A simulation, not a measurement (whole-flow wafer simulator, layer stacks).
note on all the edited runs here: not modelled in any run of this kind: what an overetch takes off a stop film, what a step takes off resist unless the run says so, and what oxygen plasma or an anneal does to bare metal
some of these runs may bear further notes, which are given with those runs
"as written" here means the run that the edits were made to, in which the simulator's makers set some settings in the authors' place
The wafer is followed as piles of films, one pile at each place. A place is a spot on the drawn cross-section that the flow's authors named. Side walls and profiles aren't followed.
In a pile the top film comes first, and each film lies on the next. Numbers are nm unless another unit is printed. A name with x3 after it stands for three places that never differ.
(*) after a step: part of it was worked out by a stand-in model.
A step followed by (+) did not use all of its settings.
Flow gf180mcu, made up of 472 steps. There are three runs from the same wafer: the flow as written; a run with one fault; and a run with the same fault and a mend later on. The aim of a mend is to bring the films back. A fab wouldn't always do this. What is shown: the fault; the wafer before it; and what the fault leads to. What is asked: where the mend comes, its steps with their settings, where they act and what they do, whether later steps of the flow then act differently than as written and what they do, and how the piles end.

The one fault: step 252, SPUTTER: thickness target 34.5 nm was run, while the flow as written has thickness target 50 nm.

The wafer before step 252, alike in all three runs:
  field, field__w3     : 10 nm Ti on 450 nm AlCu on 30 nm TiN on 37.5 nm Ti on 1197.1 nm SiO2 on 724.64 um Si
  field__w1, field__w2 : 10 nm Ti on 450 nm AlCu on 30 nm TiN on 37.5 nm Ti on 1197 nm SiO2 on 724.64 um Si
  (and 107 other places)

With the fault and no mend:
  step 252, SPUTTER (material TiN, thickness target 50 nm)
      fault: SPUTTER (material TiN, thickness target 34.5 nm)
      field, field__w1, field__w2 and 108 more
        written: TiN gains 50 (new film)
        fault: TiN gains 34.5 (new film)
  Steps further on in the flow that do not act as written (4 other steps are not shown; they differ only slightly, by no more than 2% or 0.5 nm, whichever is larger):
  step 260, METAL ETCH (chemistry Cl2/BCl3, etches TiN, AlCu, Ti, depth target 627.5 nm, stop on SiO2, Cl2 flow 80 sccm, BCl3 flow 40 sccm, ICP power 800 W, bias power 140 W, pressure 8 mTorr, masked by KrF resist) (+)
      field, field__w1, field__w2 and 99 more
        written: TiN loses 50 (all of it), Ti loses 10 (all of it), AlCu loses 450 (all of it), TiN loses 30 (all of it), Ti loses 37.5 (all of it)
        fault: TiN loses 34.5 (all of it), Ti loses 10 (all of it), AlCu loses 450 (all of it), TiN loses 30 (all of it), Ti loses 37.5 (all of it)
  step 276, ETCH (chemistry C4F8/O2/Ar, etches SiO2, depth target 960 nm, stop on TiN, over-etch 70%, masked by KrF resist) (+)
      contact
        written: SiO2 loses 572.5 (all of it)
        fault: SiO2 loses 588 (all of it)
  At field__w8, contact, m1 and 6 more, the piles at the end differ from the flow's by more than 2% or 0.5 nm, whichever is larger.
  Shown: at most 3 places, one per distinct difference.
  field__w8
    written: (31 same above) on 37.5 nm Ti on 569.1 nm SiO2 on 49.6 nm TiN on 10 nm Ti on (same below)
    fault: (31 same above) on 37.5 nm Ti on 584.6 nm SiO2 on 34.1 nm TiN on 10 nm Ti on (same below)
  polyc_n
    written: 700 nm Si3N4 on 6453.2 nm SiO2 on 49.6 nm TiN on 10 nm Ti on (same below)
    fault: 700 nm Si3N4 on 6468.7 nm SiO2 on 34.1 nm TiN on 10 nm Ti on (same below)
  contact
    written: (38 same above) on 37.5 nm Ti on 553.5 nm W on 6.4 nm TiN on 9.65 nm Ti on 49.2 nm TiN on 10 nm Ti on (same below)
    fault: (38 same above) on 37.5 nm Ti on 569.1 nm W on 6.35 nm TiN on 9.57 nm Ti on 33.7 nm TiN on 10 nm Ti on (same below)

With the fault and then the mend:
  The mend follows step 259.
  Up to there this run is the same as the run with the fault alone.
  step 259a, STRIP (chemistry O2/N2, power 2160 W, pressure 1700 mTorr) (*)
      field__w8, contact, m1 and 6 more
        KrF resist loses 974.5 (all of it)
  step 259b, SPUTTER (material TiN, thickness target 15.5 nm) (the flow's step 252, run once more with other settings)
      field, field__w1, field__w2 and 108 more
        TiN gains 15.5
  step 259c, HMDS (120 C, 60 s) (the flow's step 254, run once more)
      alters no film at any place that is followed
  step 259d, COAT (KrF resist, thickness 1000 nm) (the flow's step 255, run once more)
      field, field__w1, field__w2 and 108 more
        KrF resist gains 1000 (new film)
  step 259e, SOFTBAKE (KrF resist) (the flow's step 256, run once more)
      alters no film at any place that is followed
  step 259f, EXPOSE (photomask Metal1) (the flow's step 257, run once more)
      alters no film at any place that is followed
  step 259g, PEB (KrF resist, 135 C, 90 s) (the flow's step 258, run once more)
      field, field__w1, field__w2 and 108 more
        KrF resist loses 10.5
  step 259h, DEVELOP (thickness 1000 nm, 60 s) (the flow's step 259, run once more)
      field, field__w1, field__w2 and 99 more
        KrF resist loses 989.5 (all of it)
      field__w8, contact, m1 and 6 more
        KrF resist loses 14.9
  Every later step of the flow that is run acts as written at every place that is followed.
  At every place that both follow, the piles at the end match the flow's.
